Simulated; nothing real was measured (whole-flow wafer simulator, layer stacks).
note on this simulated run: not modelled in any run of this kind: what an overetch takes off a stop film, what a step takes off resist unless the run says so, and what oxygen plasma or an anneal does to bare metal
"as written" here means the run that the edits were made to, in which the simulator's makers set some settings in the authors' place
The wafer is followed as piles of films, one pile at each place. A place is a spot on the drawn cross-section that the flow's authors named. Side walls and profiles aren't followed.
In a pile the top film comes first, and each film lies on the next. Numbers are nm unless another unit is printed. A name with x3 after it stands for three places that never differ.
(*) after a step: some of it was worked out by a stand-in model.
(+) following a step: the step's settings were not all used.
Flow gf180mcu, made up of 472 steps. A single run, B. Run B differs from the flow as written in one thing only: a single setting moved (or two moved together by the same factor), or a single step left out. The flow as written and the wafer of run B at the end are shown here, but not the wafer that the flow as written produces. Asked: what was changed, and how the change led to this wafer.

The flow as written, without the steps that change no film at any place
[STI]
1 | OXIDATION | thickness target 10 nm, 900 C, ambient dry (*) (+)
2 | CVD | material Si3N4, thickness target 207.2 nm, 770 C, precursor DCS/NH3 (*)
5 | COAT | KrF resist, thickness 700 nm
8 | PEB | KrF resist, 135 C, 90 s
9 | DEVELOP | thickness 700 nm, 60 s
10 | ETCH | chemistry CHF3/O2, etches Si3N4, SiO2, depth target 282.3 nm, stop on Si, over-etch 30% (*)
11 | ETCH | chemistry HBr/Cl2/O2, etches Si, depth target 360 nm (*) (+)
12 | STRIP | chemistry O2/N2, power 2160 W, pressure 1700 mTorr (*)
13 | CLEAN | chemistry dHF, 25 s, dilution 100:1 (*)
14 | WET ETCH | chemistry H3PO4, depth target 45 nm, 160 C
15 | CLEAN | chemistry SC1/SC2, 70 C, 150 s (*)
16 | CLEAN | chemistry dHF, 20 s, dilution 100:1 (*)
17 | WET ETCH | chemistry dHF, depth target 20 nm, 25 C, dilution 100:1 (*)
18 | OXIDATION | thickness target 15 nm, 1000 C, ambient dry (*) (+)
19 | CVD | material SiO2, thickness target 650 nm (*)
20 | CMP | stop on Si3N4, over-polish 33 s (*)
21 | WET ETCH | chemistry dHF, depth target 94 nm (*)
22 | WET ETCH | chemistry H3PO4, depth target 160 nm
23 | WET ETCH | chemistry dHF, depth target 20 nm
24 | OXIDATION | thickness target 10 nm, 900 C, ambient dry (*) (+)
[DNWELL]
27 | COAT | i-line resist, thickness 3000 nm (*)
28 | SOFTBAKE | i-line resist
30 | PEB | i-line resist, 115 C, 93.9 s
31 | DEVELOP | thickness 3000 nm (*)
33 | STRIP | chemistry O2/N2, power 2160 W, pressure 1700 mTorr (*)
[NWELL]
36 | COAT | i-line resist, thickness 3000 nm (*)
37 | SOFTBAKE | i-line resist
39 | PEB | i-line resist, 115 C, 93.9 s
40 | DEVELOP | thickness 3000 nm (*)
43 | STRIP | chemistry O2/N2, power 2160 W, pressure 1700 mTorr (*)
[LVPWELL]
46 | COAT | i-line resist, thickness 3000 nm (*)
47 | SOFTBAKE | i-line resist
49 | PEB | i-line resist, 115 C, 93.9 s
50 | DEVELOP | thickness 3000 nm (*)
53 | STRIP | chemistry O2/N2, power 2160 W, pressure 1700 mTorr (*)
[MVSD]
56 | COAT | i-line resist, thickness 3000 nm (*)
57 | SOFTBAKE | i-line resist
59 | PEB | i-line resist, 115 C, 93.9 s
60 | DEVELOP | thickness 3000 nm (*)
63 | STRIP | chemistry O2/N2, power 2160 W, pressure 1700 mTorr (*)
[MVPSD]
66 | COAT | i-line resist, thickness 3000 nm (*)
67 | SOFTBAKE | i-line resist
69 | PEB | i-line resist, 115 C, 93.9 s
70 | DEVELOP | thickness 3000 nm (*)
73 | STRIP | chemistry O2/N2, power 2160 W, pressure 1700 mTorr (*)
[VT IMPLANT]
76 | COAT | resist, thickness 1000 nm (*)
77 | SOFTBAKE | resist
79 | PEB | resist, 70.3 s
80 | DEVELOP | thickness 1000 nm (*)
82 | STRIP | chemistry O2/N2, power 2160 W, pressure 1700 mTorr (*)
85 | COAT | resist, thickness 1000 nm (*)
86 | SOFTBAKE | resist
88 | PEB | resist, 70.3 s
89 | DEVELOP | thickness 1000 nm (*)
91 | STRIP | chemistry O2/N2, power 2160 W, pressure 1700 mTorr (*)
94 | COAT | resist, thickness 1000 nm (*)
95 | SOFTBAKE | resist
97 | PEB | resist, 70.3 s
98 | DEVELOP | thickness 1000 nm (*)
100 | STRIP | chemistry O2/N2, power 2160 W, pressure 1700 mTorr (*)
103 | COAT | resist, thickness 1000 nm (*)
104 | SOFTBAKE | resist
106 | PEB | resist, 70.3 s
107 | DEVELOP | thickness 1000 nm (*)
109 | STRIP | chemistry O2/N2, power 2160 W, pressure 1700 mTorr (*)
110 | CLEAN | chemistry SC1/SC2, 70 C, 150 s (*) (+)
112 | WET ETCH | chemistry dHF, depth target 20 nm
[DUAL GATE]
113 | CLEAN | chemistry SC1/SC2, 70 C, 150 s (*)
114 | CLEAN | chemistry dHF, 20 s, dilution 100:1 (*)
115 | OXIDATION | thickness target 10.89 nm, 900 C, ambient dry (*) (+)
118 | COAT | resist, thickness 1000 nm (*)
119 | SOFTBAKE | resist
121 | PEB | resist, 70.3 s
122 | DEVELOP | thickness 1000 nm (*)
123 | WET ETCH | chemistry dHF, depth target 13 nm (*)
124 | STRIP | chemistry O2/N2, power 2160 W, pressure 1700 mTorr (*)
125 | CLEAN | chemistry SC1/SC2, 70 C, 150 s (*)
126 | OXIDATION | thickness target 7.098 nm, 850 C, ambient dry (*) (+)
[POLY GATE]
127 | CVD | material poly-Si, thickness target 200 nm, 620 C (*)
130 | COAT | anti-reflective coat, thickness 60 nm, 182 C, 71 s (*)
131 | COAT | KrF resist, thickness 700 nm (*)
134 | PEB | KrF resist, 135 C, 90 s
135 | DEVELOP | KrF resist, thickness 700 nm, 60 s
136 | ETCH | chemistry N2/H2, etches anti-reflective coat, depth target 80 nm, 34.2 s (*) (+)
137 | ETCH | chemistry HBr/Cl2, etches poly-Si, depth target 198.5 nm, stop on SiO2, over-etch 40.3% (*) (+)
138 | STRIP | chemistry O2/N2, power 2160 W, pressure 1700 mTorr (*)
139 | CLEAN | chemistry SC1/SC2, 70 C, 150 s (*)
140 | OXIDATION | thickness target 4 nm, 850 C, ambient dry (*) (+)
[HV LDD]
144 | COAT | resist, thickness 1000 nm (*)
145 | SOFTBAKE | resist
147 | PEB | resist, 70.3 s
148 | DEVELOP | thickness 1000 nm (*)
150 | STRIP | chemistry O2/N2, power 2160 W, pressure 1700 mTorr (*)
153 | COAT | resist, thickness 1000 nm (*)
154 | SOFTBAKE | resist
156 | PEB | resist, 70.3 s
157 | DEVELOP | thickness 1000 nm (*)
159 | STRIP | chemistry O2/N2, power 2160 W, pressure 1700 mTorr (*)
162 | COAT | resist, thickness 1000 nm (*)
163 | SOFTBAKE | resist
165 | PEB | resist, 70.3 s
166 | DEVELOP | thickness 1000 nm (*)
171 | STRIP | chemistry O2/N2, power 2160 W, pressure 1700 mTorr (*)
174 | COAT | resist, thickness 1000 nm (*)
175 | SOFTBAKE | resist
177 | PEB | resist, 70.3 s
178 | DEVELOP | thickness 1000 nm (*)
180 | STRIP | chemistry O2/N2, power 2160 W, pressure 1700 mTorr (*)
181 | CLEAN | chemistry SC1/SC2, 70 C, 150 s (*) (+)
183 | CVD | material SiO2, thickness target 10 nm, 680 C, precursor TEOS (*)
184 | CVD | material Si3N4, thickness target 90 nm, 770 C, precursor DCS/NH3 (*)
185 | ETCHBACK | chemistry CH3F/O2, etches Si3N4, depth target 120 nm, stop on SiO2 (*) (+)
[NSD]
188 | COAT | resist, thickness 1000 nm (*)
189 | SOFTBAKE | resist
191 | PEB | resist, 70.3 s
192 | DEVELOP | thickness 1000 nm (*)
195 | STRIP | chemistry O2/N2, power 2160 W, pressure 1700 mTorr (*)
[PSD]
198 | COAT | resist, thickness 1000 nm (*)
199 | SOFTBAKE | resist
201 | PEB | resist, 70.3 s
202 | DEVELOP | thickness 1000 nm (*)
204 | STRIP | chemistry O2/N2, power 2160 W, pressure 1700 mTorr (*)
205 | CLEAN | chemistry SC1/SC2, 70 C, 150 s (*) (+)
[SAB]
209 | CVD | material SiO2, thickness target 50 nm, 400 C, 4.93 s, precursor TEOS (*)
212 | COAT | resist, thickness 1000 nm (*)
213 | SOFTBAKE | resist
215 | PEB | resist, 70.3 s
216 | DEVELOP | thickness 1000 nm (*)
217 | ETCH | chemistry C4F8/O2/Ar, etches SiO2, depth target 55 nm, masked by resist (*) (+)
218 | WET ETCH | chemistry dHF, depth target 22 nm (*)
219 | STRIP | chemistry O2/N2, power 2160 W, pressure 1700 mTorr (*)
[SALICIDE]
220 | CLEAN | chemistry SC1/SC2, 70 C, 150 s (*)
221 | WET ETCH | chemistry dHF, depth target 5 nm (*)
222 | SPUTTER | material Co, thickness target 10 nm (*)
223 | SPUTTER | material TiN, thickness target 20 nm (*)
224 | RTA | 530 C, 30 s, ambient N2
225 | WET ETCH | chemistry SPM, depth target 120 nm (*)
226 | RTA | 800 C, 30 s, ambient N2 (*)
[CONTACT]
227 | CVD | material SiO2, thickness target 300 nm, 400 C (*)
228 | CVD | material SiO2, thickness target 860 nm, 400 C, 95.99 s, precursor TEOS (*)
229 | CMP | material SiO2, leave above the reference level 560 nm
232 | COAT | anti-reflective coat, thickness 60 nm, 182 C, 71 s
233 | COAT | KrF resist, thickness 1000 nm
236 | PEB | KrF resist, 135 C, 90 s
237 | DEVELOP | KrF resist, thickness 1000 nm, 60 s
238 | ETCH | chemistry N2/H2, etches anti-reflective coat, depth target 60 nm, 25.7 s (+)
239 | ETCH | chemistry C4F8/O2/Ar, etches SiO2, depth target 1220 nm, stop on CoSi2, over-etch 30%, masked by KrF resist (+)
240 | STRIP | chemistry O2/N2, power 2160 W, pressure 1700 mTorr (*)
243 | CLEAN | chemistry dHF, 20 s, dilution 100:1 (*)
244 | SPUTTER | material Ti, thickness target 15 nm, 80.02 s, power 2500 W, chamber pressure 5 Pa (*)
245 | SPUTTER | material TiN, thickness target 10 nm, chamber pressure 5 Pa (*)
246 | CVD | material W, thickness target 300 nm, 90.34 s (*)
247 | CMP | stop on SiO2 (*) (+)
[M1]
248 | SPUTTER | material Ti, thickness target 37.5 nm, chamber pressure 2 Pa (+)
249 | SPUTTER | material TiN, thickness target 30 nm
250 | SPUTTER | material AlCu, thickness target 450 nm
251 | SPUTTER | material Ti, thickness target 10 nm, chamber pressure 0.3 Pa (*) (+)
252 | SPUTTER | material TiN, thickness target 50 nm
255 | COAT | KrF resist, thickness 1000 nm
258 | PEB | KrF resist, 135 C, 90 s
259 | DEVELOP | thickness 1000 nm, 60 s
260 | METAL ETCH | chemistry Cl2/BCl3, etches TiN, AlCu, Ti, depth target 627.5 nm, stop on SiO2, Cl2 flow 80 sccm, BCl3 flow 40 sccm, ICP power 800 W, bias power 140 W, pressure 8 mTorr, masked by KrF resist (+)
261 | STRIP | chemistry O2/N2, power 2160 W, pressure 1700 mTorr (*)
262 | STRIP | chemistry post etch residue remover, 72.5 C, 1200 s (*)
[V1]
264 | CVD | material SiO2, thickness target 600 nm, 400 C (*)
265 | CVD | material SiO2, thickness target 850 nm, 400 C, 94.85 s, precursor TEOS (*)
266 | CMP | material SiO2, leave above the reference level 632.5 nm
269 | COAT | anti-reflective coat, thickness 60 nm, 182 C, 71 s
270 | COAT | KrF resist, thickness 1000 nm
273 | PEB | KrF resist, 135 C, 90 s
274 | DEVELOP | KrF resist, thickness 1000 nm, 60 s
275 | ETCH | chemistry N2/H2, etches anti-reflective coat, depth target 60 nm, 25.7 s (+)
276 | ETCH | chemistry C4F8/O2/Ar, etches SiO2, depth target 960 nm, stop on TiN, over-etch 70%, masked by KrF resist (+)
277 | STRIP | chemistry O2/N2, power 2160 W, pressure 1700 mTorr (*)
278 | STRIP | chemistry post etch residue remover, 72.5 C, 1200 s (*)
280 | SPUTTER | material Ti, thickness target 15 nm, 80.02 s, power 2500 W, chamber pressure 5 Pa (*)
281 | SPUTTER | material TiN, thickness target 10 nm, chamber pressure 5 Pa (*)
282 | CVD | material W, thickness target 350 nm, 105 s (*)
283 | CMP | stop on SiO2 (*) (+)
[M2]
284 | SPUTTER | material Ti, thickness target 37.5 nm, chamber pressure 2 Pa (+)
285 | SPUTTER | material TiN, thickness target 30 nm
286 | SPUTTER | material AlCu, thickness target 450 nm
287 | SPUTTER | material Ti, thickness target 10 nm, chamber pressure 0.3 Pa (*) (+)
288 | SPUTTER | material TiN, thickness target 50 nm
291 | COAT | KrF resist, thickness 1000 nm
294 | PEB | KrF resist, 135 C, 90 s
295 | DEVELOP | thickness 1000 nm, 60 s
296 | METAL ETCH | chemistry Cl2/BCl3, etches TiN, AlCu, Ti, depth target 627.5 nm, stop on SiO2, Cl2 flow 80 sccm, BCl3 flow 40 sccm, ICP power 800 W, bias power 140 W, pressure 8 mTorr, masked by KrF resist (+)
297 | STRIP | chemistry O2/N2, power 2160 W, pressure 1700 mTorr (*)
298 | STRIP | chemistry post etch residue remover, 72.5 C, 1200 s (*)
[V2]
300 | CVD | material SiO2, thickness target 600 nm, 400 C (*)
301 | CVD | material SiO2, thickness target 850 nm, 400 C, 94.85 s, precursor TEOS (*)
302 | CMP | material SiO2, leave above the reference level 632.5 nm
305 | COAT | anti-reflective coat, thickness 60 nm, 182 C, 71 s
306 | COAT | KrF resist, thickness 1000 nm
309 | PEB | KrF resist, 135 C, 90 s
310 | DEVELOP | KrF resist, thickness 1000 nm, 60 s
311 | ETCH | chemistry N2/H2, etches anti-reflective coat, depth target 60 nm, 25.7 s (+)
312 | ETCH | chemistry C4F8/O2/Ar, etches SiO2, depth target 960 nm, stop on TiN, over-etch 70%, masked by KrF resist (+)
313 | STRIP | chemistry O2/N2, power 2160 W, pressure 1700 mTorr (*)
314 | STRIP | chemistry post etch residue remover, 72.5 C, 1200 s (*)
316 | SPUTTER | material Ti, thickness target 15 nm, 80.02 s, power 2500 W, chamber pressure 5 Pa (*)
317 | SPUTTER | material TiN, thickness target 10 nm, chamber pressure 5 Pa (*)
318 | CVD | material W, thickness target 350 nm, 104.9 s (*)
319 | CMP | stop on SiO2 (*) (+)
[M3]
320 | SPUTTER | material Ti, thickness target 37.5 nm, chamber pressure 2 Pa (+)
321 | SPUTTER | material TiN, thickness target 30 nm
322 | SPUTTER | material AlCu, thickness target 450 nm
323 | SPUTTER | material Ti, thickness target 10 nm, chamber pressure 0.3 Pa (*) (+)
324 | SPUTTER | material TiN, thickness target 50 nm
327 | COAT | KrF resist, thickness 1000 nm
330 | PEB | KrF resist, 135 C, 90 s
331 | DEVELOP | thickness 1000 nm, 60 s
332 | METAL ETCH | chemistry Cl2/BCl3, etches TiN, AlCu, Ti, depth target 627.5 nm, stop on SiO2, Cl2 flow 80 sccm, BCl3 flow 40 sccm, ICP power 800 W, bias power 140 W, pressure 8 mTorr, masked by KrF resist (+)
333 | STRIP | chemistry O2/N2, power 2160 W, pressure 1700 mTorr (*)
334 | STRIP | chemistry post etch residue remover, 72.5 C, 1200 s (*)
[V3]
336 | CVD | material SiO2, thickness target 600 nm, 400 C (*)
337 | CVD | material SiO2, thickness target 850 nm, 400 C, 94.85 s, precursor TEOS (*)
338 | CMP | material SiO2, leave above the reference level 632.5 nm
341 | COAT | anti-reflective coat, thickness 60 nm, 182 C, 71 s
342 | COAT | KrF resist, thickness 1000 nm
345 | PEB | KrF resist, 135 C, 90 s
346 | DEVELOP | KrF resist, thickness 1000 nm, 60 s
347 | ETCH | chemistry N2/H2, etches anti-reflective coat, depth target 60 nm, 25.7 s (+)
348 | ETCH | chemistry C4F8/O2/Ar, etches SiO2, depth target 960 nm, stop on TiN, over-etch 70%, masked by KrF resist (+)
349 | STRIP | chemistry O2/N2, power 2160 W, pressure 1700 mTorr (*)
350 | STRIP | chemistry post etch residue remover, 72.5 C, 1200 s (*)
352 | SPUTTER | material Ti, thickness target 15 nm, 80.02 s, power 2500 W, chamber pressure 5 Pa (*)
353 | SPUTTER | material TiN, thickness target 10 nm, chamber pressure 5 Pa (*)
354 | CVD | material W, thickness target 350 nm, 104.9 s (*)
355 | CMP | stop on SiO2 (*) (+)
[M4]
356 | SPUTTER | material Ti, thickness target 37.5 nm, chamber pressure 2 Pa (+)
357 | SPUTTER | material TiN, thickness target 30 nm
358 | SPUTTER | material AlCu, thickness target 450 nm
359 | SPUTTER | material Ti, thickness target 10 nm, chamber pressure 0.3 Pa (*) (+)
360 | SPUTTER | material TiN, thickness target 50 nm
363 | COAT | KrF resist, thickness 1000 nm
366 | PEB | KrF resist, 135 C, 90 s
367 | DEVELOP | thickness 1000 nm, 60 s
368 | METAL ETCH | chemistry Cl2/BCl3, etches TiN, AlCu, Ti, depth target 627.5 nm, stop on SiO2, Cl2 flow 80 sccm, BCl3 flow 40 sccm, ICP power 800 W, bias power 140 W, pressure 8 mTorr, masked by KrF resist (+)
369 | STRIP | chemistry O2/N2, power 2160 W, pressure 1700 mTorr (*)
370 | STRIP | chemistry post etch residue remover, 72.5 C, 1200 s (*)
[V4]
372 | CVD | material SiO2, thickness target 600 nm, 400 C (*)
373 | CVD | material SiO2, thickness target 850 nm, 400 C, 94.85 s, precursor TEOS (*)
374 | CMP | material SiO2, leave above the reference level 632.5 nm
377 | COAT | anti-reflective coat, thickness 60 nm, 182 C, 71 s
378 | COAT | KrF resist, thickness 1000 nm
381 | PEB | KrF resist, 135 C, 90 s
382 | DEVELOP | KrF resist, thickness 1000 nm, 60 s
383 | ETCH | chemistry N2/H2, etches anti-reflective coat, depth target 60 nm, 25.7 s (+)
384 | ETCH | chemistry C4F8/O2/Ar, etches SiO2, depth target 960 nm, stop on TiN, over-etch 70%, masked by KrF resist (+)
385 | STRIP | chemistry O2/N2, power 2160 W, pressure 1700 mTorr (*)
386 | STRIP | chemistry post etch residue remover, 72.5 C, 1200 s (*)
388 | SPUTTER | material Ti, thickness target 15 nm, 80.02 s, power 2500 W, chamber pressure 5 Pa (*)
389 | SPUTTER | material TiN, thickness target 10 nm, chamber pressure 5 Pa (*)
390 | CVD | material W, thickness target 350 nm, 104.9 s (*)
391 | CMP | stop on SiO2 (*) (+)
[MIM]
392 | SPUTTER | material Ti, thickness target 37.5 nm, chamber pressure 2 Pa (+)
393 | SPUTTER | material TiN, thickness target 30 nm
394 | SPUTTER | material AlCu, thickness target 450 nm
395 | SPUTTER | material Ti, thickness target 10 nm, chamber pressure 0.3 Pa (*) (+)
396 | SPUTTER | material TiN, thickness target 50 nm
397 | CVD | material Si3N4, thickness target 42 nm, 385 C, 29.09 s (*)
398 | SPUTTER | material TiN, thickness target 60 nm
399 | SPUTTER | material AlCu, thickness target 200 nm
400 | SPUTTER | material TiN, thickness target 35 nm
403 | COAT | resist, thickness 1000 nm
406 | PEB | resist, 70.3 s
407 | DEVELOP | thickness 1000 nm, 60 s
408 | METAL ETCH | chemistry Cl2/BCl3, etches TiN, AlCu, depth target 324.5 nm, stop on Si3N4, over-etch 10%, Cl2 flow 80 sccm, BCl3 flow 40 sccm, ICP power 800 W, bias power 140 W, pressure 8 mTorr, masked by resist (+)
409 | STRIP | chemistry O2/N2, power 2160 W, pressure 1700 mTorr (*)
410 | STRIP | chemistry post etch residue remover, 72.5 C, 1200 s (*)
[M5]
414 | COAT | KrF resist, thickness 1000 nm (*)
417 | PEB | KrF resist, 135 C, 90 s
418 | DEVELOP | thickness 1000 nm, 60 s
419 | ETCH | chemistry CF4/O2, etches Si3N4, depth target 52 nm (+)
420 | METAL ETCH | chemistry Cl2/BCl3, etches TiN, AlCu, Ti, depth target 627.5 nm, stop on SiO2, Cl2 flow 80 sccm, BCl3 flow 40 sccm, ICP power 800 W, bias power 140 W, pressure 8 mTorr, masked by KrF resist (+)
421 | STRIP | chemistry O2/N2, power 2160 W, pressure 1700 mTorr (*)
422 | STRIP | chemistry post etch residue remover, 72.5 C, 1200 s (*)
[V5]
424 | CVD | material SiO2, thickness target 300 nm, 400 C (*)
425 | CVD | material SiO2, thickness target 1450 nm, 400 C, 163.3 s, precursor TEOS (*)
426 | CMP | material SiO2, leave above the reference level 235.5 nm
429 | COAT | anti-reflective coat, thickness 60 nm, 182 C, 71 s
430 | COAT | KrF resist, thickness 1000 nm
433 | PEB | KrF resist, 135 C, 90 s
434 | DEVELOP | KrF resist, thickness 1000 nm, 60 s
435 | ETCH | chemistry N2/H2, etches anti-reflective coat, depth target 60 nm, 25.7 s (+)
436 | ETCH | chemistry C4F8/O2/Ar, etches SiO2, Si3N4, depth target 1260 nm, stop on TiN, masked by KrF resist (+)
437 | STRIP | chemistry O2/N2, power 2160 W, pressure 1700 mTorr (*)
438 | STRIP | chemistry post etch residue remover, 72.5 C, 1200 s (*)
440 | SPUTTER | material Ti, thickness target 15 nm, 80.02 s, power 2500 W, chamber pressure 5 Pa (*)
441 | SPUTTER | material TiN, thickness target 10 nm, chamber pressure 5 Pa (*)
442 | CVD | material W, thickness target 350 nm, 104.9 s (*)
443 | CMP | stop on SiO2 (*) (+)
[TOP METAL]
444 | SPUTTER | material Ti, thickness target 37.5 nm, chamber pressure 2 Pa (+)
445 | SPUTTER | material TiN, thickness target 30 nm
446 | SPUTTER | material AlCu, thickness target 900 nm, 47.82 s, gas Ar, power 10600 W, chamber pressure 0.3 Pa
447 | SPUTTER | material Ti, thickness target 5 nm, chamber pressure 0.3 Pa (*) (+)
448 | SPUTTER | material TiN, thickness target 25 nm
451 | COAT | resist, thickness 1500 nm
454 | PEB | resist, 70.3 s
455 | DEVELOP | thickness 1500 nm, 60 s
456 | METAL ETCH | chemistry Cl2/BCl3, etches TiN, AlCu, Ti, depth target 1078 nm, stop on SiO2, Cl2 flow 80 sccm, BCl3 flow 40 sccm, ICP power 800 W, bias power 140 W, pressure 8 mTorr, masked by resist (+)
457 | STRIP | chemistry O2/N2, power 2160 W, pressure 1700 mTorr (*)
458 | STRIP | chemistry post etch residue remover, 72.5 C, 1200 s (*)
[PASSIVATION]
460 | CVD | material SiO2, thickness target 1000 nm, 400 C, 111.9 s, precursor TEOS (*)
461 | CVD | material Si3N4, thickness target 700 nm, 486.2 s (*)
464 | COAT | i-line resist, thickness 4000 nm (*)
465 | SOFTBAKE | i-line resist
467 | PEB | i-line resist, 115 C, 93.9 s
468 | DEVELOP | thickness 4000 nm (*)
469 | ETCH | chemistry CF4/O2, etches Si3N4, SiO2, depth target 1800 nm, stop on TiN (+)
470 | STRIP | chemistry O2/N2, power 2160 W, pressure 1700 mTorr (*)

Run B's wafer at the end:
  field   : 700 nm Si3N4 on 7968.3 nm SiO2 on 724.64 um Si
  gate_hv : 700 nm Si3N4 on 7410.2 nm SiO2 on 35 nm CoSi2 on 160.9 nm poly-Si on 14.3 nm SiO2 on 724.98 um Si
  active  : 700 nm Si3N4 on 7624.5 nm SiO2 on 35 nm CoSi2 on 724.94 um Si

What caused this: step 358, SPUTTER: thickness target 191 nm was run, while the flow as written has thickness target 450 nm.

The path from the change to this, step by step:
  358 | SPUTTER | material AlCu, thickness target 450 nm
      field, field__w1, field__w2 and 108 more: +191 AlCu (new film) (it would be, as written: +450 AlCu (new film))
  368 | METAL ETCH | chemistry Cl2/BCl3, etches TiN, AlCu, Ti, depth target 627.5 nm, stop on SiO2, Cl2 flow 80 sccm, BCl3 flow 40 sccm, ICP power 800 W, bias power 140 W, pressure 8 mTorr, masked by KrF resist (+)
      field, field__w1, field__w2 and 103 more: -50 TiN (all of it), -10 Ti (all of it), -191 AlCu (all of it), -30 TiN (all of it), -37.5 Ti (all of it) (it would be, as written: -50 TiN (all of it), -10 Ti (all of it), -450 AlCu (all of it), -30 TiN (all of it), -37.5 Ti (all of it))
      field__w8, contact, m1, m1__w1, m1_nw: -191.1 KrF resist (it would be, as written: -251 KrF resist)
  369 | STRIP | chemistry O2/N2, power 2160 W, pressure 1700 mTorr (*)
      field__w8, contact, m1, m1__w1, m1_nw: -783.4 KrF resist (all of it) (it would be, as written: -723.5 KrF resist (all of it))
  374 | CMP | material SiO2, leave above the reference level 632.5 nm
      field, field__w1, field__w2 and 103 more: -559 SiO2 (it would be, as written: -300 SiO2)
